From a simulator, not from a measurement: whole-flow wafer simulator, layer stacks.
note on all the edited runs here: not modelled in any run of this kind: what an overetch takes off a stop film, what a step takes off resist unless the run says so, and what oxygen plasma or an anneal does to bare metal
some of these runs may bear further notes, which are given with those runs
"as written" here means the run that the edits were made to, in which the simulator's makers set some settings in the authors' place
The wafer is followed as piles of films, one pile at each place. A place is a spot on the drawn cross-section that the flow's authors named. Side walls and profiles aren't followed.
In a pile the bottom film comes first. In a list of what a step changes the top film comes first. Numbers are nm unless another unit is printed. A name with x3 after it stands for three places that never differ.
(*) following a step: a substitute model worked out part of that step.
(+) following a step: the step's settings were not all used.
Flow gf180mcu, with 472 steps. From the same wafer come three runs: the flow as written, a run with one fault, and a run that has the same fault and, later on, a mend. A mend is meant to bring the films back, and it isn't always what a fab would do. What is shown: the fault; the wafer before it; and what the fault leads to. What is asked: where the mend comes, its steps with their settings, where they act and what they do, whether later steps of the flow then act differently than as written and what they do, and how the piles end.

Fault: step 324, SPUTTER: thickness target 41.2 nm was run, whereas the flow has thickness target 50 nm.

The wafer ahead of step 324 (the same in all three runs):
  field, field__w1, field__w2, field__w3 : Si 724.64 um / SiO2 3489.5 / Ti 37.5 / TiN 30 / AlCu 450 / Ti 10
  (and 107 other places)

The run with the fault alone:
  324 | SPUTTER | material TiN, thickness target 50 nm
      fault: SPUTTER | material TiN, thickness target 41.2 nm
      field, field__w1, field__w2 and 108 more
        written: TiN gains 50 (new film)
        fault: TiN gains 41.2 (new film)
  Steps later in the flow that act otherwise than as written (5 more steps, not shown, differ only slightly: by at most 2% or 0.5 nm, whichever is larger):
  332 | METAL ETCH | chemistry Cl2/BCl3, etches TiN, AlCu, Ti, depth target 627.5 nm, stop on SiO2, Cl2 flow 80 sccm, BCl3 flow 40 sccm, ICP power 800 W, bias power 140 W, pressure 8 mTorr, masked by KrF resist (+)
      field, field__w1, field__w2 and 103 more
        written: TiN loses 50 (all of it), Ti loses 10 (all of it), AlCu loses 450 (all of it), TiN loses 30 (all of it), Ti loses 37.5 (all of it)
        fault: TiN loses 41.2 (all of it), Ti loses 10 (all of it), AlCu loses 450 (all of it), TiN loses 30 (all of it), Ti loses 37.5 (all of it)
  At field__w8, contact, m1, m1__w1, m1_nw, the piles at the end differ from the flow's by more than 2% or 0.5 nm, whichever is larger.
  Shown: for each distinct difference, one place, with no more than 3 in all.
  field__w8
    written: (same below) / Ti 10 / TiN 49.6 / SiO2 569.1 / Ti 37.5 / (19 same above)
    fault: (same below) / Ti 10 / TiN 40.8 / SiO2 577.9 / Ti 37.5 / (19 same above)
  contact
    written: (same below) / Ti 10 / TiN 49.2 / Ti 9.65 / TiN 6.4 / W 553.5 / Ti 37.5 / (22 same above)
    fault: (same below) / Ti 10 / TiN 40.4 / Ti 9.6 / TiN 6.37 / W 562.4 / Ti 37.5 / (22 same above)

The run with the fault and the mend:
  The mend stands after step 331.
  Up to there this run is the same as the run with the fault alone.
  331a | STRIP | chemistry O2/N2, power 2160 W, pressure 1700 mTorr (*)
      field__w8, contact, m1, m1__w1, m1_nw
        KrF resist loses 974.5 (all of it)
  331b | SPUTTER | material TiN, thickness target 8.8 nm (a further turn of the flow's step 324, with different settings)
      field, field__w1, field__w2 and 108 more
        TiN gains 8.8
  331c | HMDS | 120 C, 60 s (a further turn of the flow's step 326)
      alters no film at any place that is followed
  331d | COAT | KrF resist, thickness 1000 nm (a further turn of the flow's step 327)
      field, field__w1, field__w2 and 108 more
        KrF resist gains 1000 (new film)
  331e | SOFTBAKE | KrF resist (a further turn of the flow's step 328)
      alters no film at any place that is followed
  331f | EXPOSE | photomask Metal3 (a further turn of the flow's step 329)
      alters no film at any place that is followed
  331g | PEB | KrF resist, 135 C, 90 s (a further turn of the flow's step 330)
      field, field__w1, field__w2 and 108 more
        KrF resist loses 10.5
  331h | DEVELOP | thickness 1000 nm, 60 s (a further turn of the flow's step 331)
      field, field__w1, field__w2 and 103 more
        KrF resist loses 989.5 (all of it)
      field__w8, contact, m1, m1__w1, m1_nw
        KrF resist loses 14.9
  None of the later steps of the flow acts differently than as written at any place that is followed.
  At every place that both follow, the piles at the end match the flow's.
